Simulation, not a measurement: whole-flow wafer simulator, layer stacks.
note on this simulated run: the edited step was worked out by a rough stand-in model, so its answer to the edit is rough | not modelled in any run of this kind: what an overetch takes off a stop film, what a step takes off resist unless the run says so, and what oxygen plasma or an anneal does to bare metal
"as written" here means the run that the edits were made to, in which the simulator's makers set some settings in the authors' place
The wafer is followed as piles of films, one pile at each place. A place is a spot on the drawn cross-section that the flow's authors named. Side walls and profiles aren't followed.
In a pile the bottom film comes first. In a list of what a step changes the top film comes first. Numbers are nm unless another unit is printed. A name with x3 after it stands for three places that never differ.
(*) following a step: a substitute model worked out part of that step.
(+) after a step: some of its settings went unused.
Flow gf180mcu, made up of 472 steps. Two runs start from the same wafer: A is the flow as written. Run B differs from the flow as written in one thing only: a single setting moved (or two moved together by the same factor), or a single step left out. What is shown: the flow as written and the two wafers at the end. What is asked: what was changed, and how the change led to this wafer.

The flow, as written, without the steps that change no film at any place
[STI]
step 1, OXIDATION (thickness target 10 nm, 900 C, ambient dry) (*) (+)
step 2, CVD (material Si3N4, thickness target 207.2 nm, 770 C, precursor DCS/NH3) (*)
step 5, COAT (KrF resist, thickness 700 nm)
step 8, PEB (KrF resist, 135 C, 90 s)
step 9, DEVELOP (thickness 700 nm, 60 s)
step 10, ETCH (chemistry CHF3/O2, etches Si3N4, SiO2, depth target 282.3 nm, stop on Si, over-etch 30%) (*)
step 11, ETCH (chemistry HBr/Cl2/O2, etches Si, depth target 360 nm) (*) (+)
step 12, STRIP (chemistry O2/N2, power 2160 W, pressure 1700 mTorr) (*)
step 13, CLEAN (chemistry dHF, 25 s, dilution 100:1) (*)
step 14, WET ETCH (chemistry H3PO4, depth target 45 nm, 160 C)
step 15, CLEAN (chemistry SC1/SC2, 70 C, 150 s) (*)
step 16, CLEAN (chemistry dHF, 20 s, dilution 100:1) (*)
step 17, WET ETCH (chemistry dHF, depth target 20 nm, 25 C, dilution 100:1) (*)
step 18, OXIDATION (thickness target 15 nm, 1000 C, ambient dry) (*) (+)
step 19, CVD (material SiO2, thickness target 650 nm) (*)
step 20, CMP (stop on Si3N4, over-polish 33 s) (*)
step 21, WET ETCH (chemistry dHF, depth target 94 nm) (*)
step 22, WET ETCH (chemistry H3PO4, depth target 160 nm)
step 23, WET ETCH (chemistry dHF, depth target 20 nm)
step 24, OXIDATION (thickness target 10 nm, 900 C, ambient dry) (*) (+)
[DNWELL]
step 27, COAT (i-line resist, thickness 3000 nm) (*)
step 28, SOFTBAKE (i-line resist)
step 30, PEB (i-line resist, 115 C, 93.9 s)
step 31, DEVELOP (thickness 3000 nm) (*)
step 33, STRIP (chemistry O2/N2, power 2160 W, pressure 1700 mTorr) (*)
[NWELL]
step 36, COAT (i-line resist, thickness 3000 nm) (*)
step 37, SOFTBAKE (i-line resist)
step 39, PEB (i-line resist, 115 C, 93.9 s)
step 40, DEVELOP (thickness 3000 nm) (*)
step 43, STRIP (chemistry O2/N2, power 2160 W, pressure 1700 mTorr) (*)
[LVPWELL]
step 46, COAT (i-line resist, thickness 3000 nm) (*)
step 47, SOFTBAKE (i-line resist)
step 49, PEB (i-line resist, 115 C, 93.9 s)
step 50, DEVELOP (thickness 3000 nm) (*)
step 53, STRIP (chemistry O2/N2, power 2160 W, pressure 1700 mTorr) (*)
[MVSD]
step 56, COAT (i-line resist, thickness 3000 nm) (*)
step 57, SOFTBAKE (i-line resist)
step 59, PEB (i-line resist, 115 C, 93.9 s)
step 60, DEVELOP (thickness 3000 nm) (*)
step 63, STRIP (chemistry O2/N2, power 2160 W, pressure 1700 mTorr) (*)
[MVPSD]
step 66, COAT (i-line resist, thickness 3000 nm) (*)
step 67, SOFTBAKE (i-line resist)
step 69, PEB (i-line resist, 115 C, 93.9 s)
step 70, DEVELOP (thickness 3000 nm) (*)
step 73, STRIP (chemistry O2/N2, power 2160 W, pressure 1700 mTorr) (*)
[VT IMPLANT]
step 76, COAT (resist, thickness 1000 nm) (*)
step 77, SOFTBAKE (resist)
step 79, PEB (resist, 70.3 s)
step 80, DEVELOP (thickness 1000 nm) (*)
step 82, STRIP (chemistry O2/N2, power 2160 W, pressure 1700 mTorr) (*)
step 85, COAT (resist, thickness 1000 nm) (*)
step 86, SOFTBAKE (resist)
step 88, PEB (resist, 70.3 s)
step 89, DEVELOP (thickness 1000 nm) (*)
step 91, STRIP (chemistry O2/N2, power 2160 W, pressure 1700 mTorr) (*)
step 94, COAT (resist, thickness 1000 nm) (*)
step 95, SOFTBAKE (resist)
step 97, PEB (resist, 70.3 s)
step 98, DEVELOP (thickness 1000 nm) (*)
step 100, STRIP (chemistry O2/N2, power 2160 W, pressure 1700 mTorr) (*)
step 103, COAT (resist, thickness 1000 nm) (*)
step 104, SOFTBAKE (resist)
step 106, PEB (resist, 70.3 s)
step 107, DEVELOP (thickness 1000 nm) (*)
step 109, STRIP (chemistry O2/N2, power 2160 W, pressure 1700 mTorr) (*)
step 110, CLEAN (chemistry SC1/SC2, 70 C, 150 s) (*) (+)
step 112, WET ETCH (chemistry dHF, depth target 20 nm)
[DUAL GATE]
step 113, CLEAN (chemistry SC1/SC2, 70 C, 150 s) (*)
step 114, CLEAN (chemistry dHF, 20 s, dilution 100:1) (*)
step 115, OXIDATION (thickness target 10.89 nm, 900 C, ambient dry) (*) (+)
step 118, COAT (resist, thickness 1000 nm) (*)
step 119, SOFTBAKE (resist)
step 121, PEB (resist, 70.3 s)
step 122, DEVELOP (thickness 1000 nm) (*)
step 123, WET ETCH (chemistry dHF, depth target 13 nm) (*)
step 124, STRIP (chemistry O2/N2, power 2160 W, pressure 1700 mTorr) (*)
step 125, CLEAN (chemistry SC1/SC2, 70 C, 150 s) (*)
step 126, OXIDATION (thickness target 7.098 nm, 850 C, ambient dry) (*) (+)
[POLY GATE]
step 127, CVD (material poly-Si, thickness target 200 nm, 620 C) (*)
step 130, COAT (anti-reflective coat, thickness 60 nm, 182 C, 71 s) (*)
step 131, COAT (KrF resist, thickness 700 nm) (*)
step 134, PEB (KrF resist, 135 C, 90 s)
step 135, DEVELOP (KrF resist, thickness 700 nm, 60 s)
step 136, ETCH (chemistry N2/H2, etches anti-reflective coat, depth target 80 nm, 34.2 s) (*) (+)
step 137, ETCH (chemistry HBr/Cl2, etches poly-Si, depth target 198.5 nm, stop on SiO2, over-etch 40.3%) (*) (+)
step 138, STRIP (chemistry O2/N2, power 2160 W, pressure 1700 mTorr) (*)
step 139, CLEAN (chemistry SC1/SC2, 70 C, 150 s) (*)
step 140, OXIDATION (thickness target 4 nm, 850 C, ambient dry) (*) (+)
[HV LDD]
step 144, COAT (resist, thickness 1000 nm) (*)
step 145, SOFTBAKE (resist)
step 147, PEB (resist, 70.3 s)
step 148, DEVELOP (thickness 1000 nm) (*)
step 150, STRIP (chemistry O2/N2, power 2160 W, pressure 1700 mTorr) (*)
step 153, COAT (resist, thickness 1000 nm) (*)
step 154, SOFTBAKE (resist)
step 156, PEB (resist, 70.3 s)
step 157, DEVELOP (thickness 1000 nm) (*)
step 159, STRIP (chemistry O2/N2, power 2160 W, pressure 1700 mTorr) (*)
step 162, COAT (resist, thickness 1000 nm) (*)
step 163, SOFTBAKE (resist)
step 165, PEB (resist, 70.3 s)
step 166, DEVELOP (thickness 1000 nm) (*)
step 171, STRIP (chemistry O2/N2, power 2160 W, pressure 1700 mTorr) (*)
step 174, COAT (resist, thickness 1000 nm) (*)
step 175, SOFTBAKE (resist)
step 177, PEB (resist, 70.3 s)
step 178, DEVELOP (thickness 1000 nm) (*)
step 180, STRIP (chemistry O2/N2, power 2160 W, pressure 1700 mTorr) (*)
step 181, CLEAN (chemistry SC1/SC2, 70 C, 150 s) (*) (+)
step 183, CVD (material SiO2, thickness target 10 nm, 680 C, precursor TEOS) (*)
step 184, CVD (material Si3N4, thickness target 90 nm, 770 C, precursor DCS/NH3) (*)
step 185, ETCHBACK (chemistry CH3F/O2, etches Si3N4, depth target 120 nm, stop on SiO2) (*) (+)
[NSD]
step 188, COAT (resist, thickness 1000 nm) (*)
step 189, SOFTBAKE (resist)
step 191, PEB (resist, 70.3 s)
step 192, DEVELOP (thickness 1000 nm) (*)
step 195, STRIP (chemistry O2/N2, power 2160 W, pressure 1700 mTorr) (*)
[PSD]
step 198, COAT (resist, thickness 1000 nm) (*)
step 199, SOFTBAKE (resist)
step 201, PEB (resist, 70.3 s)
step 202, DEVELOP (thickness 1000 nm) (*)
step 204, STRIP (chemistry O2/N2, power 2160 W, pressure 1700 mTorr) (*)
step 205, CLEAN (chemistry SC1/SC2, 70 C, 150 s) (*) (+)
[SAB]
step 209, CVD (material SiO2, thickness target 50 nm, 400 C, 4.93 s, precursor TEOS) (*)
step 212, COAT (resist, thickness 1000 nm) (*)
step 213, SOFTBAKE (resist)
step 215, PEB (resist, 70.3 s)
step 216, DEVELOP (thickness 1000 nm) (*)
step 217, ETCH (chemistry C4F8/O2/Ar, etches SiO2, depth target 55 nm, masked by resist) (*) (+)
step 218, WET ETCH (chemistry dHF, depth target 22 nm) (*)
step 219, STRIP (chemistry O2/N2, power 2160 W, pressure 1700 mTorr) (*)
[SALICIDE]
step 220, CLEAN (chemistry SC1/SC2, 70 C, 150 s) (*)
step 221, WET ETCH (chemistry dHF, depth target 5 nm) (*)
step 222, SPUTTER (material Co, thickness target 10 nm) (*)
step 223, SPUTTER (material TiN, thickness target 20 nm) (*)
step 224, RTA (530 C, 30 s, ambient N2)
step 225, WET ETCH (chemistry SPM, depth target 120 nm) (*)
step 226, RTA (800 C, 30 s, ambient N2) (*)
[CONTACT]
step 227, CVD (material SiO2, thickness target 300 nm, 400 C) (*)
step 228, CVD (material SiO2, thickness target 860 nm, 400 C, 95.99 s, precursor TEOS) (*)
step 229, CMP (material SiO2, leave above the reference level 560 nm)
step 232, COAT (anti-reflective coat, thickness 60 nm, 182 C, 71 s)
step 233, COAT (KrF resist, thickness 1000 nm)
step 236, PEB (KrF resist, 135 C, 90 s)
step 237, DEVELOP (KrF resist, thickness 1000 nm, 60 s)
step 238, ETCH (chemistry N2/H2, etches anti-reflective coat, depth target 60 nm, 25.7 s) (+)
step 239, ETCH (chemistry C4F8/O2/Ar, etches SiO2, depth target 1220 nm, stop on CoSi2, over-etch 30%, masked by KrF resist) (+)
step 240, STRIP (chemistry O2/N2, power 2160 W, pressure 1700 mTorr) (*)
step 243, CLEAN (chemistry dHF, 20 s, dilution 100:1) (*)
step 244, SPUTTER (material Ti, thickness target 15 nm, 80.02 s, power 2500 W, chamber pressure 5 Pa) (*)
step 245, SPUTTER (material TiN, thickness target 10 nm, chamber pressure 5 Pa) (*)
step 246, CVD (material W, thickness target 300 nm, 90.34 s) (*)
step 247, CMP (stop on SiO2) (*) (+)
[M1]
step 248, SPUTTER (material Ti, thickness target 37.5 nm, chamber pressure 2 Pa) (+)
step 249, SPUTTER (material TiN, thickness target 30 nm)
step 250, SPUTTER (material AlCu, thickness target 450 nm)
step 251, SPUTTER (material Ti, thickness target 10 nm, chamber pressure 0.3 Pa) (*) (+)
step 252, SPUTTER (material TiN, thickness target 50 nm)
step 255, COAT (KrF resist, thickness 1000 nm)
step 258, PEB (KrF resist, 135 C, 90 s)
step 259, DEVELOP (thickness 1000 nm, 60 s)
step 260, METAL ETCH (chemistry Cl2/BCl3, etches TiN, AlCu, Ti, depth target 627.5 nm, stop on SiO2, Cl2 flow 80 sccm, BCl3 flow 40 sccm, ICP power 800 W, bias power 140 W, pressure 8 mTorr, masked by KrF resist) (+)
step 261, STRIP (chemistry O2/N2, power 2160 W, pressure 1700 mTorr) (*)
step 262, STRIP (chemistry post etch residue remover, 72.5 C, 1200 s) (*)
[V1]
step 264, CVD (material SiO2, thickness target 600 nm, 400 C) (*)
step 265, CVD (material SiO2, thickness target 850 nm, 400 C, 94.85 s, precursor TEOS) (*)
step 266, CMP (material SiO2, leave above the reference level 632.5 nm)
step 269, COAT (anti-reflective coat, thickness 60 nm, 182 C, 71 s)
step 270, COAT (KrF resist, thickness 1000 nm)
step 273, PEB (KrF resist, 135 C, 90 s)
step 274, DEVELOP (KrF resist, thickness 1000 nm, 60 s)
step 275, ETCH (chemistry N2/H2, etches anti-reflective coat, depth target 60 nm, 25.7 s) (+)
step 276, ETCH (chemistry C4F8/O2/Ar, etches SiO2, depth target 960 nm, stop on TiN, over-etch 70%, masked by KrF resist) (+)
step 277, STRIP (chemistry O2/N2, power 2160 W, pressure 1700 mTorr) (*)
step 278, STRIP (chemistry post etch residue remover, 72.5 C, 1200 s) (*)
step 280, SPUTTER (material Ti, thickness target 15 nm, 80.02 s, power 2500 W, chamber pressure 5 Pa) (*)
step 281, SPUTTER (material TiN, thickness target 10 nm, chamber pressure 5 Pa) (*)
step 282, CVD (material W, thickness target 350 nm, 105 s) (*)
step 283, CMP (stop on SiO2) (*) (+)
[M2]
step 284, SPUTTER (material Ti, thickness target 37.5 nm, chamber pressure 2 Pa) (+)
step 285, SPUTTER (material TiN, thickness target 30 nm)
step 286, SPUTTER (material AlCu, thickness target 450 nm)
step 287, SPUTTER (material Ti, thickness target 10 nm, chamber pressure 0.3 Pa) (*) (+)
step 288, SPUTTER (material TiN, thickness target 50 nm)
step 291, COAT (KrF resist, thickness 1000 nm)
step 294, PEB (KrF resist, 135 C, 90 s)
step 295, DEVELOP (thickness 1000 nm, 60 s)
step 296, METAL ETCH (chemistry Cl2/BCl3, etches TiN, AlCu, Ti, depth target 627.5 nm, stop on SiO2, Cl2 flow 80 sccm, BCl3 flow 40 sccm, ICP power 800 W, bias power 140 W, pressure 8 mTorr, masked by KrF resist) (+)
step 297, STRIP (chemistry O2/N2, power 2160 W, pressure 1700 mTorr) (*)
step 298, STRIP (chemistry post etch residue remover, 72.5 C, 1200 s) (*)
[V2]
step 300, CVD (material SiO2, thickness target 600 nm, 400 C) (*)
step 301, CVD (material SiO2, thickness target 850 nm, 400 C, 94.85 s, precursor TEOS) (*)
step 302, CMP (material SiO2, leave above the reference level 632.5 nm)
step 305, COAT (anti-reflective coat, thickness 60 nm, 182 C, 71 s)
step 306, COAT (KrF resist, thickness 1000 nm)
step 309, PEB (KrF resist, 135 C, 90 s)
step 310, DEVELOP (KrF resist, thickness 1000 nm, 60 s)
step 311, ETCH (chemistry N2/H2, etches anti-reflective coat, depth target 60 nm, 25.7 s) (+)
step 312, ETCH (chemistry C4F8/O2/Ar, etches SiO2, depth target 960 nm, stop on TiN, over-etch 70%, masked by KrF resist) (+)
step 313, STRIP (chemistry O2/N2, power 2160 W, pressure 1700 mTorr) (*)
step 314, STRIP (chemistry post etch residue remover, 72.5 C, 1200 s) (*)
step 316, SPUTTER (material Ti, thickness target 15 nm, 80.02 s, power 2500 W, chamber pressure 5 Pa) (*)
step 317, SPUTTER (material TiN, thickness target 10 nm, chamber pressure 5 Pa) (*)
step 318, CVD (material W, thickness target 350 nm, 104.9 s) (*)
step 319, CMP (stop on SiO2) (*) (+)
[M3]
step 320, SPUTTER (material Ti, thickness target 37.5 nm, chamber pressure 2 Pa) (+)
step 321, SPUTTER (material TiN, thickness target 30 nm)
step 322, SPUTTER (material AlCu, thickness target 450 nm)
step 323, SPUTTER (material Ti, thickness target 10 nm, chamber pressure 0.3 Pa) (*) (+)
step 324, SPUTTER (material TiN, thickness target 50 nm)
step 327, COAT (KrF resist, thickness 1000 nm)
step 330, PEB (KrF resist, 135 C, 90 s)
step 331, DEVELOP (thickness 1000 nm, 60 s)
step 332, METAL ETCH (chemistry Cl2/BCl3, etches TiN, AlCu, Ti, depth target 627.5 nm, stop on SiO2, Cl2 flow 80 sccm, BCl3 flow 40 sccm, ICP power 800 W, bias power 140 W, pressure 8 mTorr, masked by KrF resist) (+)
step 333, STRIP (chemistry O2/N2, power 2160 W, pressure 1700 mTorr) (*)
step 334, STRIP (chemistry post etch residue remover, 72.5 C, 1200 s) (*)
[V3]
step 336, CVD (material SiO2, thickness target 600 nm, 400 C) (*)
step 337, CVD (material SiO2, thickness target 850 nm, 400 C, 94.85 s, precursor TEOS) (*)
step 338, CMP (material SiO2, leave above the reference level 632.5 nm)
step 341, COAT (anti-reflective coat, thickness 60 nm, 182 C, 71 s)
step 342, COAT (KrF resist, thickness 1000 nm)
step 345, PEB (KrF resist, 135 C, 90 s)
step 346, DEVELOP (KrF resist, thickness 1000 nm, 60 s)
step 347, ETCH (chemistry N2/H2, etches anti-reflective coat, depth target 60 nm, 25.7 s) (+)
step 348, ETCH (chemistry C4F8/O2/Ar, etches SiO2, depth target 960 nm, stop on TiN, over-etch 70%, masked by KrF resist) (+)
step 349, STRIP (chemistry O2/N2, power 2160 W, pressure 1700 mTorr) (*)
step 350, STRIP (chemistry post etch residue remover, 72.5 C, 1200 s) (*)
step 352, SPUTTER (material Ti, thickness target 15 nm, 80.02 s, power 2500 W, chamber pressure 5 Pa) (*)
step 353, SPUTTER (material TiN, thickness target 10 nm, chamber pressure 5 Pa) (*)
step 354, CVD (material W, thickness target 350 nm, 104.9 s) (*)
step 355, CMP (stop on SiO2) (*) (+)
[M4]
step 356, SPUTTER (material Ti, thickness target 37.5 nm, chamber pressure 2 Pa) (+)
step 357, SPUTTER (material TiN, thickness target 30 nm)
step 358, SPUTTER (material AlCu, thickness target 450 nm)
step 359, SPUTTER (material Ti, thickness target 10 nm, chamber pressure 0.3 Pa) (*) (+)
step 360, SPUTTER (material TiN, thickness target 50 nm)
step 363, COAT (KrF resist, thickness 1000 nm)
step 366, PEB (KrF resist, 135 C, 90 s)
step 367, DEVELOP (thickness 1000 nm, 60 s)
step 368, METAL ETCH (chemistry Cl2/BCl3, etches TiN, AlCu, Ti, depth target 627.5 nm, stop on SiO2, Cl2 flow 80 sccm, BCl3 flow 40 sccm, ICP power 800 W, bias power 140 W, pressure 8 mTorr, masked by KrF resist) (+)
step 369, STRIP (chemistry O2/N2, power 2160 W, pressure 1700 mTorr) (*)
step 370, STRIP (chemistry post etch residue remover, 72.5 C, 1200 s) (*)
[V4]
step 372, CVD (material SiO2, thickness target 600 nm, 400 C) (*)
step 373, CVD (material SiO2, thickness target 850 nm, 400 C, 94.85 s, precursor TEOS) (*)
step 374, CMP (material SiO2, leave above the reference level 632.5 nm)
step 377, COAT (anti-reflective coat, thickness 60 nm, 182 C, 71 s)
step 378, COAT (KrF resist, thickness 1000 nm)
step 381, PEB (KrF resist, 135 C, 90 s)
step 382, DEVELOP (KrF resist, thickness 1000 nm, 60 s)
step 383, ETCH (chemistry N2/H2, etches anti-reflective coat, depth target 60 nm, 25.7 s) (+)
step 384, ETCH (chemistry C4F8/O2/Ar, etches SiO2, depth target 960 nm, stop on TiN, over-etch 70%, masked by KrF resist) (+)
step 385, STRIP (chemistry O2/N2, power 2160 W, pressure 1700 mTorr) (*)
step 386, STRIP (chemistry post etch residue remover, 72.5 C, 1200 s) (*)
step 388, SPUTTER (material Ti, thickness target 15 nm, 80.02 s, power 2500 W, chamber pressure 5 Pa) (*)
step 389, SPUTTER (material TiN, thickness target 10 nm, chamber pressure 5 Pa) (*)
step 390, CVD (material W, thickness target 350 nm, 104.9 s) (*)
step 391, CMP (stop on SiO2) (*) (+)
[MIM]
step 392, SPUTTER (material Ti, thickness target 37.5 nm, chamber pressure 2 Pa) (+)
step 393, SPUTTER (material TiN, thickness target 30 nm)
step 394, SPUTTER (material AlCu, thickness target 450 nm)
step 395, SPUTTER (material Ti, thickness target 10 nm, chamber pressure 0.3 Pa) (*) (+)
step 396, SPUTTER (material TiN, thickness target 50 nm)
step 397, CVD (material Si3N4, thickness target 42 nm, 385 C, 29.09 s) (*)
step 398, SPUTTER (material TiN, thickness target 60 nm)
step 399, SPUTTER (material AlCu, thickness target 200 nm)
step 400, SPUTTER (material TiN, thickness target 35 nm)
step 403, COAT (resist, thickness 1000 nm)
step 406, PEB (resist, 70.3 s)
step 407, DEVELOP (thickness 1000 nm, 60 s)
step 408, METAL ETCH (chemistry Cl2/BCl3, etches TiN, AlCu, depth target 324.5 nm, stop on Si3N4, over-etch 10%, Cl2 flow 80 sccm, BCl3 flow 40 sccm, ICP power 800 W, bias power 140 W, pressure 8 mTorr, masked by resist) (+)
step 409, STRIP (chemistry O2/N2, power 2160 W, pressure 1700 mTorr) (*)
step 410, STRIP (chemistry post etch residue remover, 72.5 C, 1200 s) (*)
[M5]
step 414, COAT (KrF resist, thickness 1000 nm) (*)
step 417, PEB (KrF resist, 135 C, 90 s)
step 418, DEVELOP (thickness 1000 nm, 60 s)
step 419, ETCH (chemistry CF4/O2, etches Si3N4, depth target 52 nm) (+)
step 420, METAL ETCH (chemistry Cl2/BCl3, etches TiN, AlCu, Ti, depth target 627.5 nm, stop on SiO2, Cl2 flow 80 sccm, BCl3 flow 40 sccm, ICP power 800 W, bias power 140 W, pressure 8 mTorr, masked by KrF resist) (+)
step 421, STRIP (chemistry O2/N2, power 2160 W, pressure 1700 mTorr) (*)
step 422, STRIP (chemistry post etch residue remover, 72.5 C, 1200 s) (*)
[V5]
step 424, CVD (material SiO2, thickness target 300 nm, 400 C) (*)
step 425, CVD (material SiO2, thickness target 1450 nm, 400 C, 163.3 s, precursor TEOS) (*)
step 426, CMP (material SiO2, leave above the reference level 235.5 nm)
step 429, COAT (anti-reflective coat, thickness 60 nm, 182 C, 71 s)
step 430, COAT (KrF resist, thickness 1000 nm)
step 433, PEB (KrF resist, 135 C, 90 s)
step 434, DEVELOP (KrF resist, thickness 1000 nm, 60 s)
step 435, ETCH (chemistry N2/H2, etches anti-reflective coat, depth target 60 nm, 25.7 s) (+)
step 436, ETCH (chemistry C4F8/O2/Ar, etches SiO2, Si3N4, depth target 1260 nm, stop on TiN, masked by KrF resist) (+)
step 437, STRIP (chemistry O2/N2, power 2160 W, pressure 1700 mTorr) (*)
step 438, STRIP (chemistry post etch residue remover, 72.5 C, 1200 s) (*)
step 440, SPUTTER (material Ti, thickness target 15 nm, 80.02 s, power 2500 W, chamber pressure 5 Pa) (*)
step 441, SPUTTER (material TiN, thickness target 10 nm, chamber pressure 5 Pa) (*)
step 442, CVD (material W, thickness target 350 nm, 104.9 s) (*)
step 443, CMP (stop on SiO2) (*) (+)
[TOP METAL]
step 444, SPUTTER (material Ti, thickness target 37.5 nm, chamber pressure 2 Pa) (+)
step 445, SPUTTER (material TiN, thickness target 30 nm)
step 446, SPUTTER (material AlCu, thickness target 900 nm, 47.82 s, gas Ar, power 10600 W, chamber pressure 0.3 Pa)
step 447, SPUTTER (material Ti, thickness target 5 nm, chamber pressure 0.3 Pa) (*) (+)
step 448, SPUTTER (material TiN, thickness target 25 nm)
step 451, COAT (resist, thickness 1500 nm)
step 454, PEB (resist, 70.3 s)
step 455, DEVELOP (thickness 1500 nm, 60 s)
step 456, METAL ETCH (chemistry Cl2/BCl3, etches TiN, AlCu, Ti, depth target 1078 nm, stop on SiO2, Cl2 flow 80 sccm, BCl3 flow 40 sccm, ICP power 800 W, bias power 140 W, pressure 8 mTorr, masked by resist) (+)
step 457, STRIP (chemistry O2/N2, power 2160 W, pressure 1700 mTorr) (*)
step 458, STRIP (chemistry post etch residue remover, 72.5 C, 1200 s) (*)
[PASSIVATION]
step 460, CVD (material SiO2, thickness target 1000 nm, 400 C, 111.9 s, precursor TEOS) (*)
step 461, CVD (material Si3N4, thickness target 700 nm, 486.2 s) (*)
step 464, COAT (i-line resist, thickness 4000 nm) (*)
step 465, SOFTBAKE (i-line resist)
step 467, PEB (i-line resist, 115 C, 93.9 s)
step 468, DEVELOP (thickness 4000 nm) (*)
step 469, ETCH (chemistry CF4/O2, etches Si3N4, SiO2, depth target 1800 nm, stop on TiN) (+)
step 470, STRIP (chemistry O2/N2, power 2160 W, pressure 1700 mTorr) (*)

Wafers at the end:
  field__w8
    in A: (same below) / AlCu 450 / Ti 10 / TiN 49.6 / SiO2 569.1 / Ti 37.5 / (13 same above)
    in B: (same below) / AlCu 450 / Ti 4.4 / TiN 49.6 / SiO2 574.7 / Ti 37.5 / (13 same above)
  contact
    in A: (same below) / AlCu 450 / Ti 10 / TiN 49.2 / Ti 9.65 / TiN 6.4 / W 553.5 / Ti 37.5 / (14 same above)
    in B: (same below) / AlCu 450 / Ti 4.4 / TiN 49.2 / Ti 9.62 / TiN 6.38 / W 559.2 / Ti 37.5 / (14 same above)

Cause: step 359, SPUTTER: thickness target 4.4 nm was run, while the flow as written has thickness target 10 nm.
The wafer itself shows it: field__w8 has Ti 4.4, and step 359 as written asks for 10 nm.

How this came from the change, step by step:
  step 359, SPUTTER (material Ti, thickness target 10 nm, chamber pressure 0.3 Pa) (*) (+)
      field, field__w1, field__w2 and 108 more: A +10 Ti (new film) | B +4.4 Ti (new film)
  step 368, METAL ETCH (chemistry Cl2/BCl3, etches TiN, AlCu, Ti, depth target 627.5 nm, stop on SiO2, Cl2 flow 80 sccm, BCl3 flow 40 sccm, ICP power 800 W, bias power 140 W, pressure 8 mTorr, masked by KrF resist) (+)
      field, field__w1, field__w2 and 103 more: A -50 TiN (all of it), -10 Ti (all of it), -450 AlCu (all of it), -30 TiN (all of it), -37.5 Ti (all of it) | B -50 TiN (all of it), -4.4 Ti (all of it), -450 AlCu (all of it), -30 TiN (all of it), -37.5 Ti (all of it)
